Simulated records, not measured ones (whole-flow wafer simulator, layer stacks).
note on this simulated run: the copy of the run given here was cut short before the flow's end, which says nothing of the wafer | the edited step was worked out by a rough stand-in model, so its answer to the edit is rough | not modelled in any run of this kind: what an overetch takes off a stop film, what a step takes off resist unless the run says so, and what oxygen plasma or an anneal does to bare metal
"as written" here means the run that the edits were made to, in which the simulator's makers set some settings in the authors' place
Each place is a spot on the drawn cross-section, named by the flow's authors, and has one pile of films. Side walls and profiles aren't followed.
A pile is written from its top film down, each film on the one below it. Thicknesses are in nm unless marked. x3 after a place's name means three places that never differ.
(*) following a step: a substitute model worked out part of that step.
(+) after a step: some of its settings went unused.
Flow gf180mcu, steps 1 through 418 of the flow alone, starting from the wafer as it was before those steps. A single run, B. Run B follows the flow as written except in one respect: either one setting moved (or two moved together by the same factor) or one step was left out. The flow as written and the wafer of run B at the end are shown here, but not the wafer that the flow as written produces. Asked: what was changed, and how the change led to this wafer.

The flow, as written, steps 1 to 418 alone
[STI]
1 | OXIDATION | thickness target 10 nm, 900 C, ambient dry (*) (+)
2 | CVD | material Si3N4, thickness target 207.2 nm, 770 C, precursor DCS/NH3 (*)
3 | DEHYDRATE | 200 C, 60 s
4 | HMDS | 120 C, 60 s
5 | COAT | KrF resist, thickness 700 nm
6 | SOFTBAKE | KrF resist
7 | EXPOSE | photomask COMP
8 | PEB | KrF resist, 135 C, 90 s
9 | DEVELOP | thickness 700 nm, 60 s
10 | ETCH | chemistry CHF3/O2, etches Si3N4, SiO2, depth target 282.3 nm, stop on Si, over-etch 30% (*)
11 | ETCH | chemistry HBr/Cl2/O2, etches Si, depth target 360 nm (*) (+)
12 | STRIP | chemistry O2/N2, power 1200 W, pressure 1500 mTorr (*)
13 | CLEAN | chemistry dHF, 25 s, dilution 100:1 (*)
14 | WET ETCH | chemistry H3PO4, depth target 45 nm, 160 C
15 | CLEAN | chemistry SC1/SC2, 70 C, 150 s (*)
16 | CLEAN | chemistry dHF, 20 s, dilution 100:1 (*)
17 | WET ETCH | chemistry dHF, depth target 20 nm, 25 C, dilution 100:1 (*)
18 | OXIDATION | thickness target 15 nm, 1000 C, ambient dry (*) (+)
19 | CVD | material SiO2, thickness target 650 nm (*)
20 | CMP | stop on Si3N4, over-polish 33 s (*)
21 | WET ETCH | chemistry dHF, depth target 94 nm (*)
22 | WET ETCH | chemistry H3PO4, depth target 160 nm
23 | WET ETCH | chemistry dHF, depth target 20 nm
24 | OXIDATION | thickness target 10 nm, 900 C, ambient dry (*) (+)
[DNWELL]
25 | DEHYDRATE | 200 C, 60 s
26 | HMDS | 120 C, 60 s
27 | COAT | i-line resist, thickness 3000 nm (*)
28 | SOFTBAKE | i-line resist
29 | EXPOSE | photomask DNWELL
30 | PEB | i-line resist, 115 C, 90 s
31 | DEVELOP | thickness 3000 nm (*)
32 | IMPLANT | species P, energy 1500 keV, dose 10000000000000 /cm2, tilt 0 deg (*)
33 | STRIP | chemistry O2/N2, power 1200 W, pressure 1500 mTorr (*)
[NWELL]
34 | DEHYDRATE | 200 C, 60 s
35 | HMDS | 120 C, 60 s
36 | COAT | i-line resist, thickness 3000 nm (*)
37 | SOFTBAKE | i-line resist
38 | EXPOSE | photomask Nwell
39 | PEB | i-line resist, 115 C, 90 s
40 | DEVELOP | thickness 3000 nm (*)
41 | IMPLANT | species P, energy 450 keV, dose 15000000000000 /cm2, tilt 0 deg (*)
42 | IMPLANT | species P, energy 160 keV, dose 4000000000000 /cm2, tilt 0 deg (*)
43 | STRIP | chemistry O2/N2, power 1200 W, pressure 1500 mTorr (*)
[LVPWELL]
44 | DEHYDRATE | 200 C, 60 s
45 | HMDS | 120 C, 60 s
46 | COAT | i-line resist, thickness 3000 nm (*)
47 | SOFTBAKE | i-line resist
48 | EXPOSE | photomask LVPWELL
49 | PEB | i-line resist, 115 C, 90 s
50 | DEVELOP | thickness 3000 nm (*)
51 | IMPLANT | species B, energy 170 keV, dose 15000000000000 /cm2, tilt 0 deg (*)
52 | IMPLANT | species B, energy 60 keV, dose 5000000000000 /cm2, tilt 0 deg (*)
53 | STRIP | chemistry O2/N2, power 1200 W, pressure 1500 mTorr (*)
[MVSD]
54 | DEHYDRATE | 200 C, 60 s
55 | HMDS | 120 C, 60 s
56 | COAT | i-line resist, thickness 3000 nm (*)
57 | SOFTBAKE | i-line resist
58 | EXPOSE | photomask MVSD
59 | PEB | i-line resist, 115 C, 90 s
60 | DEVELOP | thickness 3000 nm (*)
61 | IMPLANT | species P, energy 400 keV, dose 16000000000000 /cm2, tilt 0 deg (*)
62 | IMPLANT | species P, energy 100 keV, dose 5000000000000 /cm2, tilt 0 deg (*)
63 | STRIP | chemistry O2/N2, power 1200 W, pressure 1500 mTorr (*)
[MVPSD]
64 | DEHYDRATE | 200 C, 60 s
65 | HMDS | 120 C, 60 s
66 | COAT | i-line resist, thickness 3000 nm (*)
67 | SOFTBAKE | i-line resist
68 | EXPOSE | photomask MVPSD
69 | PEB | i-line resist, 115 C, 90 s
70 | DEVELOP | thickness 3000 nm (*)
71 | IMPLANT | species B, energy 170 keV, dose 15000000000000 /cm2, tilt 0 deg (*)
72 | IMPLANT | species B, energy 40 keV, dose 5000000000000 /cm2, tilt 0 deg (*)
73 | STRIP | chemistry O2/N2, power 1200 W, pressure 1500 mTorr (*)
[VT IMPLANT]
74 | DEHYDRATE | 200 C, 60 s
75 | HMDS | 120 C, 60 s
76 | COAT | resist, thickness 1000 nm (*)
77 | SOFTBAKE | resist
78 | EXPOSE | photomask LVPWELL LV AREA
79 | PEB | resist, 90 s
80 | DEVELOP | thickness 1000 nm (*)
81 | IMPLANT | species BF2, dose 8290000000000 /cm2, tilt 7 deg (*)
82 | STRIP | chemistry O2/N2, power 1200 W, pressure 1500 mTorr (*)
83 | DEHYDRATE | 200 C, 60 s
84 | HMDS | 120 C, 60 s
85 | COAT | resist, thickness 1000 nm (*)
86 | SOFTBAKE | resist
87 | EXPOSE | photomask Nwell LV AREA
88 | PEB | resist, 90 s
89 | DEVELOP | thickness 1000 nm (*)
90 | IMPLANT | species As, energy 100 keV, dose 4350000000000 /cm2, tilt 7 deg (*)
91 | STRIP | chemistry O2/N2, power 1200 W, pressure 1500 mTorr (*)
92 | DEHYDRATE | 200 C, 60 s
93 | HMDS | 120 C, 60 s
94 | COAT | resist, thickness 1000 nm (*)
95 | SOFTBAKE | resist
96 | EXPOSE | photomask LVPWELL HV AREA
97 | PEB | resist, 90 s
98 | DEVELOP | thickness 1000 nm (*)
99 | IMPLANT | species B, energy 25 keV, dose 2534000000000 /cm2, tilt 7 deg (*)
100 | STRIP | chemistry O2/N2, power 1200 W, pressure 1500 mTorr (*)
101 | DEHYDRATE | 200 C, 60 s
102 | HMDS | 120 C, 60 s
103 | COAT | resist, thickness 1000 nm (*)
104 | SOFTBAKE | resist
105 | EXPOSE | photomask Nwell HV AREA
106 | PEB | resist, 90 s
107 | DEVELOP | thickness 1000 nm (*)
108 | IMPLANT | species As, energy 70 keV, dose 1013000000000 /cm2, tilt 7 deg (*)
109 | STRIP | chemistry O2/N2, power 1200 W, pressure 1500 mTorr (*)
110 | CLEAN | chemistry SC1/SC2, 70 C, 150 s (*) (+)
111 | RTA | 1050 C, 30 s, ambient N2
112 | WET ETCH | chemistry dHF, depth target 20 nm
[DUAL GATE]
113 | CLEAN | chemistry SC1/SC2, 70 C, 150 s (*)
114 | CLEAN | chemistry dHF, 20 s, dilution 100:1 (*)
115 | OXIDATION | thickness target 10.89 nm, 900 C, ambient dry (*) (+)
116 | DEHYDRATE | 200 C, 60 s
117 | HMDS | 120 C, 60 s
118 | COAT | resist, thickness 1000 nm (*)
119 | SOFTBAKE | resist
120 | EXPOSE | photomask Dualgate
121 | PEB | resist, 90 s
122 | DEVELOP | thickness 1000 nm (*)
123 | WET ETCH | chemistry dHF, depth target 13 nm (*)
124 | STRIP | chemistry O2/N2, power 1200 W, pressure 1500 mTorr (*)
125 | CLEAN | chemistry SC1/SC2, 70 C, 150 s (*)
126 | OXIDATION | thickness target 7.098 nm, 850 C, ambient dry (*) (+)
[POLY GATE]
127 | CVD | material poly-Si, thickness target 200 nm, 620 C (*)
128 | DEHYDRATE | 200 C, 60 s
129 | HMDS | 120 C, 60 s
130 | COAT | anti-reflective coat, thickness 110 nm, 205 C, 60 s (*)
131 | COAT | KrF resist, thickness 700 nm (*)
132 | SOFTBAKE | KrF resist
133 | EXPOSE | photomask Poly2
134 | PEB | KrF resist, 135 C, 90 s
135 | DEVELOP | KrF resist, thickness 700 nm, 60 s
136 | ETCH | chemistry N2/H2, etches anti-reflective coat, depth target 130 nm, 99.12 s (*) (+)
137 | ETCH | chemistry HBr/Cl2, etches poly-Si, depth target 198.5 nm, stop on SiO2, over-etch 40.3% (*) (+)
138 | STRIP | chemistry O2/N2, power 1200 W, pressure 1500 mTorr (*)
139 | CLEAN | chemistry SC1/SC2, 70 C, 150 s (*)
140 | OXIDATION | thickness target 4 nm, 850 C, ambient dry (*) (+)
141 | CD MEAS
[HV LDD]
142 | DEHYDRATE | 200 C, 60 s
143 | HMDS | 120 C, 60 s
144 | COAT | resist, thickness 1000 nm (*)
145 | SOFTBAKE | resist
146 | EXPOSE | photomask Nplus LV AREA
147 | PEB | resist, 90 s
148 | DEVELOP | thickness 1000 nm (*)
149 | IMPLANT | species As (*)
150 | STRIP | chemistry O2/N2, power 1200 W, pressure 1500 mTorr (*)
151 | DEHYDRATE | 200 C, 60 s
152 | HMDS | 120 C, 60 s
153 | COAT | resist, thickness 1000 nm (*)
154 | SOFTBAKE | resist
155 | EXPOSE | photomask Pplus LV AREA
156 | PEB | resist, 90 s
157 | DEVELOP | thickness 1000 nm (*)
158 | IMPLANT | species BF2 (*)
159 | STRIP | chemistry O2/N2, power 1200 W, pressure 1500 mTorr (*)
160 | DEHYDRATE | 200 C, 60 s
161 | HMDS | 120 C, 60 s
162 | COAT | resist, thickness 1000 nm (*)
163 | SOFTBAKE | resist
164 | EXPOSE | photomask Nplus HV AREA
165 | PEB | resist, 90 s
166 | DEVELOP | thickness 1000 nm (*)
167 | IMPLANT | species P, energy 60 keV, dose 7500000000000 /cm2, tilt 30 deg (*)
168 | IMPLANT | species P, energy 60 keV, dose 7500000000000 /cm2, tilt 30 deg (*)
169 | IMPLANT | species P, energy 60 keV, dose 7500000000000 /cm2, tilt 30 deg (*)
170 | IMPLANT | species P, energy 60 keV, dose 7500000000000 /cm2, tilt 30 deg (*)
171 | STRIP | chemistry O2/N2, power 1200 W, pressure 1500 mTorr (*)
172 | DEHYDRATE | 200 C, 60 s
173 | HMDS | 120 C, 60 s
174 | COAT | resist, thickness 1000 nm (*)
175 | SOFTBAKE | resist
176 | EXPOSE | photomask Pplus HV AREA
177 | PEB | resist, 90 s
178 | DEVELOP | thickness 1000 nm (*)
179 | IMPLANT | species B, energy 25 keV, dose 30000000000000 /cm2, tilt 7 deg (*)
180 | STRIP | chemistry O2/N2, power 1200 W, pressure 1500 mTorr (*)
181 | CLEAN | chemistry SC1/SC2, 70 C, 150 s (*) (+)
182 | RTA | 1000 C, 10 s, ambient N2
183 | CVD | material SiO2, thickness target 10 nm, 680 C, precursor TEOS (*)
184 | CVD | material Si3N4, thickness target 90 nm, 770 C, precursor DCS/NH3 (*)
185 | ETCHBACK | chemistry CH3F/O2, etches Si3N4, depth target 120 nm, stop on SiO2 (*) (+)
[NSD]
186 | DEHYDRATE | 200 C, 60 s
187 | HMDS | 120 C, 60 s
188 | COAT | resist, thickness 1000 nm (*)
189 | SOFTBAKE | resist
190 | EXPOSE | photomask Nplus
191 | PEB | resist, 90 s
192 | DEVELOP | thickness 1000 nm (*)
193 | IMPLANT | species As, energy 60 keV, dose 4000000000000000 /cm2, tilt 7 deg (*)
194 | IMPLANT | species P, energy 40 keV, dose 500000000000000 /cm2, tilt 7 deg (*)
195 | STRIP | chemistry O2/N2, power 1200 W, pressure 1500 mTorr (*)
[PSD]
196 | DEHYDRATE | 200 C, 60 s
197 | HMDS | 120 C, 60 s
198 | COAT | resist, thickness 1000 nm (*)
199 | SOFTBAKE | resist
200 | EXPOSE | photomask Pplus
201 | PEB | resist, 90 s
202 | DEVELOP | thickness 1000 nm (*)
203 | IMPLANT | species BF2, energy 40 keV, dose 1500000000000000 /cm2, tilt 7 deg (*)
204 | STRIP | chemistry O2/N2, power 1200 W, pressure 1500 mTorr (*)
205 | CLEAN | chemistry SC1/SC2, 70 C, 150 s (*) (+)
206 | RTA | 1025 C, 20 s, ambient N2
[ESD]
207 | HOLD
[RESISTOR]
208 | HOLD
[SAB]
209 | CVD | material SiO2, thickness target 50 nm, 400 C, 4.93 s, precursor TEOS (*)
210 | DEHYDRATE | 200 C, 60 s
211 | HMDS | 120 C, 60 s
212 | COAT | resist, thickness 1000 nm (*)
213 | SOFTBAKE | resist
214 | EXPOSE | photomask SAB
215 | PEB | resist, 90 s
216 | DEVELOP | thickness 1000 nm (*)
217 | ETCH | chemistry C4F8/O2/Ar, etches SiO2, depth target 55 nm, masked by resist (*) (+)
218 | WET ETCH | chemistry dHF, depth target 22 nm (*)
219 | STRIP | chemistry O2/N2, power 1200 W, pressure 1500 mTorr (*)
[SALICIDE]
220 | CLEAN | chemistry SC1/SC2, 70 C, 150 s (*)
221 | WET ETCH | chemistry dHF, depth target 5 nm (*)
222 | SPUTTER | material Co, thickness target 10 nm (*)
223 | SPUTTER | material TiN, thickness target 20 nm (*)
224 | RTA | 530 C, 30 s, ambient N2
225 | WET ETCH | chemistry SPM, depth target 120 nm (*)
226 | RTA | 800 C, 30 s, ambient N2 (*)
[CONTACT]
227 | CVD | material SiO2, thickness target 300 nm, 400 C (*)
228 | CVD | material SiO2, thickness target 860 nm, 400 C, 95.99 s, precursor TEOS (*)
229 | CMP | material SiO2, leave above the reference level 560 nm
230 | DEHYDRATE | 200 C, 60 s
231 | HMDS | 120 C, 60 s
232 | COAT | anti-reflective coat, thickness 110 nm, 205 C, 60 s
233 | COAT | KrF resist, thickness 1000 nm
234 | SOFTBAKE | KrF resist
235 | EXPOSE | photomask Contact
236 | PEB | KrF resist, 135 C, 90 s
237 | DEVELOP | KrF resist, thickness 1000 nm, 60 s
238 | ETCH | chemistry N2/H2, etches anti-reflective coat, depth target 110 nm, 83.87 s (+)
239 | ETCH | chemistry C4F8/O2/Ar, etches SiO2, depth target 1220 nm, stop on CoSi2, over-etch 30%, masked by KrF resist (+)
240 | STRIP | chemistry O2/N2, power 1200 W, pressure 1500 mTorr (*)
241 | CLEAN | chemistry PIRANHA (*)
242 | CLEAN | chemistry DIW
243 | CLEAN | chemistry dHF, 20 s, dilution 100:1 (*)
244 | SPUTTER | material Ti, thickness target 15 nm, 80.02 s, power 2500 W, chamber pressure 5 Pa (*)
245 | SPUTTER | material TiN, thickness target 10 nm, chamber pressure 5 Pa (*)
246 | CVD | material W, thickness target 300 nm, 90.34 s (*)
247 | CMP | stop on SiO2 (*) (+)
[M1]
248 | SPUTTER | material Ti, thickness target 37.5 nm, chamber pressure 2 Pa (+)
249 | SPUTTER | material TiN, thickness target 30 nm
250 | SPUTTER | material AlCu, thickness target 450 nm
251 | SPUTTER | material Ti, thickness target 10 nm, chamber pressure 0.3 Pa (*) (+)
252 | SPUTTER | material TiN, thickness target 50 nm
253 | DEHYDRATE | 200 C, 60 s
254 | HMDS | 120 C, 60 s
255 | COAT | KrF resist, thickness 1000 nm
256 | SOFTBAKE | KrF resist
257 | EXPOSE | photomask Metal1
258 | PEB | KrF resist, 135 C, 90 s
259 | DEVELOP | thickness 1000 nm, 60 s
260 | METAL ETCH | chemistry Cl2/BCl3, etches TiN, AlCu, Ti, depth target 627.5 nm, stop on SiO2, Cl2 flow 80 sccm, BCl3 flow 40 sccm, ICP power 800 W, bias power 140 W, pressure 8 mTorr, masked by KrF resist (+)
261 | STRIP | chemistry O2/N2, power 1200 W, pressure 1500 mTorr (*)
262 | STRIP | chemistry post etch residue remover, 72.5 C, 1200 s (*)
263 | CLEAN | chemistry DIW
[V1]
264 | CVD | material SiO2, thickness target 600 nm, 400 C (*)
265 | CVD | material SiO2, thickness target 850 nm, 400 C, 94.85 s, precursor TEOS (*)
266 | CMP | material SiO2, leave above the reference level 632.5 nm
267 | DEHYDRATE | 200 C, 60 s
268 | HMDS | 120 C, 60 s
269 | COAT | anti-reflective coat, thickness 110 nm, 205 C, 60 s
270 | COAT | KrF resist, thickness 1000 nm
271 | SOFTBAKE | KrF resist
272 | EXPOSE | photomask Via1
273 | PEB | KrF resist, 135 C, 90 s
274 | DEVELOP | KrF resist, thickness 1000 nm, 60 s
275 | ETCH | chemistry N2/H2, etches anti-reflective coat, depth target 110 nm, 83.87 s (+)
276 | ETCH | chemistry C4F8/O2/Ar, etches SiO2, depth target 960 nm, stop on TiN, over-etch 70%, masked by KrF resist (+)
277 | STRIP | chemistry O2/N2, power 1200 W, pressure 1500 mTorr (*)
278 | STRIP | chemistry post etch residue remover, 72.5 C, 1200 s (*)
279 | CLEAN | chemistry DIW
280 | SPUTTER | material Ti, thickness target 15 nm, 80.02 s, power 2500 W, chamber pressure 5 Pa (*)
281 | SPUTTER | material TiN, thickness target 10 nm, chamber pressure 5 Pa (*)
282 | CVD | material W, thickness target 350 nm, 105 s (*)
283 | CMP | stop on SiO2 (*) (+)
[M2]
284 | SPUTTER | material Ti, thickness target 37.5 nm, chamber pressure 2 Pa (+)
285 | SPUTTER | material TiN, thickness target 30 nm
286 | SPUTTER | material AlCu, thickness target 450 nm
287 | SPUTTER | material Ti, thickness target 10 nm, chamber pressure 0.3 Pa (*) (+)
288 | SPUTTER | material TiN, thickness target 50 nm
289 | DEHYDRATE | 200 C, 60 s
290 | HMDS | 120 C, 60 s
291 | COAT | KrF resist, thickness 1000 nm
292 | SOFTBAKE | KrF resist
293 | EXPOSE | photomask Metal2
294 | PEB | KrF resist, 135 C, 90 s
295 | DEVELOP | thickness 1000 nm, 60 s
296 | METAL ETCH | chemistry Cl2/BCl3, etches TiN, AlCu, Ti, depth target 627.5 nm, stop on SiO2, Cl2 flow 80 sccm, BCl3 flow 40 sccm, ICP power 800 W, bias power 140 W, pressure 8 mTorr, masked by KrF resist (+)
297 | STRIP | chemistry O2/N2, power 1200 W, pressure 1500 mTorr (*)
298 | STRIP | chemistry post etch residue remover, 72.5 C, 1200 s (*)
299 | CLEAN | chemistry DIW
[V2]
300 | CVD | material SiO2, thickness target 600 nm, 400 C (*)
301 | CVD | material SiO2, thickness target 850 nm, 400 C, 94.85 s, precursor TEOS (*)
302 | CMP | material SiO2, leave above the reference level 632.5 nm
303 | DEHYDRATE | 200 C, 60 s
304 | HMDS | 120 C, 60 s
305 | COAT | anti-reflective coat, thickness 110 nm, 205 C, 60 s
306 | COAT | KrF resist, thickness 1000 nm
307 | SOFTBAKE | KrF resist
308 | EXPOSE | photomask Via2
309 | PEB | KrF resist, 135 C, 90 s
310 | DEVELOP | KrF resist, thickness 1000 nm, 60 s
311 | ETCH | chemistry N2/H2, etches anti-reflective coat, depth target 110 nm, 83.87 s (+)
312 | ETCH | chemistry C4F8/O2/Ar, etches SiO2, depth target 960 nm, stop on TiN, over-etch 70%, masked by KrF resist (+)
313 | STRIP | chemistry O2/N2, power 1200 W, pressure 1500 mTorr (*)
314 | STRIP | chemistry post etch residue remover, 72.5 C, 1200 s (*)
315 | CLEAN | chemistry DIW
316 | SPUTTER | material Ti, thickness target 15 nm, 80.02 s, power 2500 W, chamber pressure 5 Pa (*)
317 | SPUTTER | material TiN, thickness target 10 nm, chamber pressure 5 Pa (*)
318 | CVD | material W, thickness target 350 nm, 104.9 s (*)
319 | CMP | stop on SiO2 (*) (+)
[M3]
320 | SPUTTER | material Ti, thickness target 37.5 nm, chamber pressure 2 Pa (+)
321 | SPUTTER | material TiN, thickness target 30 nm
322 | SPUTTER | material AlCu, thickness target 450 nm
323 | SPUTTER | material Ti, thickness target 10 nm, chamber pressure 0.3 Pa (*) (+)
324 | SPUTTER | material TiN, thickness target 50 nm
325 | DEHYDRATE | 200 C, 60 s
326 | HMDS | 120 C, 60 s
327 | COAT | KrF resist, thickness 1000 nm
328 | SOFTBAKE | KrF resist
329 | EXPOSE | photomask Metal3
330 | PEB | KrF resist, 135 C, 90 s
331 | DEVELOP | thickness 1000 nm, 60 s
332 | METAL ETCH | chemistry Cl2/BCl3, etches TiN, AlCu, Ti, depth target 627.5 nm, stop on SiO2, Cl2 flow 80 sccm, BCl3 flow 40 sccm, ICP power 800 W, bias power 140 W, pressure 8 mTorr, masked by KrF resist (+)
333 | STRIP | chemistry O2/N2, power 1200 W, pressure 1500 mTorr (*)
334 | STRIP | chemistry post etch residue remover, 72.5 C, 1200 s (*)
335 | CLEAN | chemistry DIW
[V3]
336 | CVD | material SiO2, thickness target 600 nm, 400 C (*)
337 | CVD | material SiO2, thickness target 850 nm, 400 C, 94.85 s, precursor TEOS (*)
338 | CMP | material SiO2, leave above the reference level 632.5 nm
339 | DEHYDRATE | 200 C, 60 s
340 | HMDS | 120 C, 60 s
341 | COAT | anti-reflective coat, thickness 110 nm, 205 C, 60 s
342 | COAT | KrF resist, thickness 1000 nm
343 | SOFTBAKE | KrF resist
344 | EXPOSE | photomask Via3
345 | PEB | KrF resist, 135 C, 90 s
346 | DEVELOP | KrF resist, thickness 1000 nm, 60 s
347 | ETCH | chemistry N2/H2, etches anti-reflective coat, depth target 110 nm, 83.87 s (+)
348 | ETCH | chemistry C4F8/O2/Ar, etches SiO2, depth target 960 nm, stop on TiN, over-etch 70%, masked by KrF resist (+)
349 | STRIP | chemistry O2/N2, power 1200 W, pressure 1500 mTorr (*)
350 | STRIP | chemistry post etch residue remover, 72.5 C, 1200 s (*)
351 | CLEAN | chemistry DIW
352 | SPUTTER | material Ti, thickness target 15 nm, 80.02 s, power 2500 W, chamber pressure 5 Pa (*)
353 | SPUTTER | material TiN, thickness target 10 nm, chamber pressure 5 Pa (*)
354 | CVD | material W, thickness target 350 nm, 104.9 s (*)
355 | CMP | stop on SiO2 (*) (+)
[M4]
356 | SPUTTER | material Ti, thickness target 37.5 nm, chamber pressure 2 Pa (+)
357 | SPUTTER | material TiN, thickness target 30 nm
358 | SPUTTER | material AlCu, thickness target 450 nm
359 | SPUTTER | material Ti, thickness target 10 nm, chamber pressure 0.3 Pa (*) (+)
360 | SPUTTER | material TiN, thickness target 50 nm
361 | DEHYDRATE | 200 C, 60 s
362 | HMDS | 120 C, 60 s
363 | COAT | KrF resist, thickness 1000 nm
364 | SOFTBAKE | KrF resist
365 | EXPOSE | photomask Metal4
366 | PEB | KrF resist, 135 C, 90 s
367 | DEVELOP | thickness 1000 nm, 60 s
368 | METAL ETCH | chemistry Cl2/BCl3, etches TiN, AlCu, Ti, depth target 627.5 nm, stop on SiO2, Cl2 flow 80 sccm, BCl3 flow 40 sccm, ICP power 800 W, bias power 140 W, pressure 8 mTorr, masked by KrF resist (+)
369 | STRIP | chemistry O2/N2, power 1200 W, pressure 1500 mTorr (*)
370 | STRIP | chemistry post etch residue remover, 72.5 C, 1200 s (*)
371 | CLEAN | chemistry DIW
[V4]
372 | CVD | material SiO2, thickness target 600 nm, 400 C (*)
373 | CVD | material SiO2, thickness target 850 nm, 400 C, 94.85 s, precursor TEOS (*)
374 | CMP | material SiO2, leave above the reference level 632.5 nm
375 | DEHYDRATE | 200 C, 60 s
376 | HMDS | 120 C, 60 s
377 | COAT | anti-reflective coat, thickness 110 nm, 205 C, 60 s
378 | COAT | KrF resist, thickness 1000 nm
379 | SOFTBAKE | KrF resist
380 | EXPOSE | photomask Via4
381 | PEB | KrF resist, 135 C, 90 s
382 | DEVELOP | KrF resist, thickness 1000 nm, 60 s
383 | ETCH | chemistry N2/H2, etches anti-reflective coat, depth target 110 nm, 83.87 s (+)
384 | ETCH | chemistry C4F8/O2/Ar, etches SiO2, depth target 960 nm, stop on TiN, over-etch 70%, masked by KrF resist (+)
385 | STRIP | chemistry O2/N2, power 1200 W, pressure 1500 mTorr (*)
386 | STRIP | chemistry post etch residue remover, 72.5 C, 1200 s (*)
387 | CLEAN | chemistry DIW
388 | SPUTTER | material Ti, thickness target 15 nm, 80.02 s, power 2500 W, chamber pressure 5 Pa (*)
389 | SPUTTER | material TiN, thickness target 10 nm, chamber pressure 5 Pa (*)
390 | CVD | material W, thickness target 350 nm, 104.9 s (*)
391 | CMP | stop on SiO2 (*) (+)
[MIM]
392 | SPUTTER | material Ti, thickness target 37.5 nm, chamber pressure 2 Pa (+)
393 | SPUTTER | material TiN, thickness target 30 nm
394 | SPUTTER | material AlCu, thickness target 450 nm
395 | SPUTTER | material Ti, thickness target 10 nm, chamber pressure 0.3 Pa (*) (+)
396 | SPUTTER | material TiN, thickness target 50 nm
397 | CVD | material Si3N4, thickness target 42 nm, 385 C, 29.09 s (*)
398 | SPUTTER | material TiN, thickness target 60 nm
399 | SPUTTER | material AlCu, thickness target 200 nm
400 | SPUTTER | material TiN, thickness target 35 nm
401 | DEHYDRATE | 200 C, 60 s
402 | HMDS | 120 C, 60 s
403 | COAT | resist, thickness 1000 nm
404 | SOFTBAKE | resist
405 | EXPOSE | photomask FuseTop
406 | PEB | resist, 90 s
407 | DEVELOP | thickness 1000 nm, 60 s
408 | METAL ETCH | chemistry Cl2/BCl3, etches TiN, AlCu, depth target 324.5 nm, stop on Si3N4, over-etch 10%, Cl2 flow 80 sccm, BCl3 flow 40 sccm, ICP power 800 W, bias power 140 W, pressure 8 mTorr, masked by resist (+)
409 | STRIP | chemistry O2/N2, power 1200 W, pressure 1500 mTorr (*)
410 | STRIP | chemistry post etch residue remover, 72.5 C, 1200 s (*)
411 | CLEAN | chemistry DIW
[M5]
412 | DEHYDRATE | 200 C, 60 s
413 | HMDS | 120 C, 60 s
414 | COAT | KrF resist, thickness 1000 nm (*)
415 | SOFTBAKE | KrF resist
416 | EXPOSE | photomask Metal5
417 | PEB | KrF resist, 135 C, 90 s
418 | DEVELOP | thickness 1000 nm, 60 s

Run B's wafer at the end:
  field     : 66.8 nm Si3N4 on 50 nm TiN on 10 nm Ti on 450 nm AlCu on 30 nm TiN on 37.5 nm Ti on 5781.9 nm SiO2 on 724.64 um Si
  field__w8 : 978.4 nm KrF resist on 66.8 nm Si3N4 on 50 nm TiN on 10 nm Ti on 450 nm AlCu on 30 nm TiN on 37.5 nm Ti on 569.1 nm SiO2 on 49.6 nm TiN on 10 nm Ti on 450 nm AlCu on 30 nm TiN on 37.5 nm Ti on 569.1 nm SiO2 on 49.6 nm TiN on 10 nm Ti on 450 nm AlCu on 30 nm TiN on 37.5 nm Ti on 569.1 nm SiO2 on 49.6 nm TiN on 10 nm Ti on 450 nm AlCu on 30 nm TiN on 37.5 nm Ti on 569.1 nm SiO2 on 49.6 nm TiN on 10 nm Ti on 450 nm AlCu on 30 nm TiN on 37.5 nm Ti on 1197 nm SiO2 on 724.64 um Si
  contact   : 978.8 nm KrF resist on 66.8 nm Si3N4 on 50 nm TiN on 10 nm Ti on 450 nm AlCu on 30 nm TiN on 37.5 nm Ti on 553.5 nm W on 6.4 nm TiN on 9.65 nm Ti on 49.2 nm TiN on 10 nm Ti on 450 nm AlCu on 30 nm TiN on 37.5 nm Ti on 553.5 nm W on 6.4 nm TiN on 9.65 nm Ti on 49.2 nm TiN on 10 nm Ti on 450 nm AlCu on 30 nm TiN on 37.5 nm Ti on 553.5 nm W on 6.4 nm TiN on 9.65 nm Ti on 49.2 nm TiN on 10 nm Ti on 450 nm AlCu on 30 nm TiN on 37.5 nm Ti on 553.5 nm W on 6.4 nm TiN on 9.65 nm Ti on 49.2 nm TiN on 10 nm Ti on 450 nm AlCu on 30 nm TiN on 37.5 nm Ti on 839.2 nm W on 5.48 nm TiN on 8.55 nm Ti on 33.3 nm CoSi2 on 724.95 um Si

The reason: step 397, CVD: 46.54 s was run, while the flow as written has 29.09 s.

The path from the change to this, step by step:
  397 | CVD | material Si3N4, thickness target 42 nm, 385 C, 29.09 s (*)
      field, field__w1, field__w2 and 108 more: Si3N4 gains 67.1 (new film) (as written it would have been: Si3N4 gains 42 (new film))
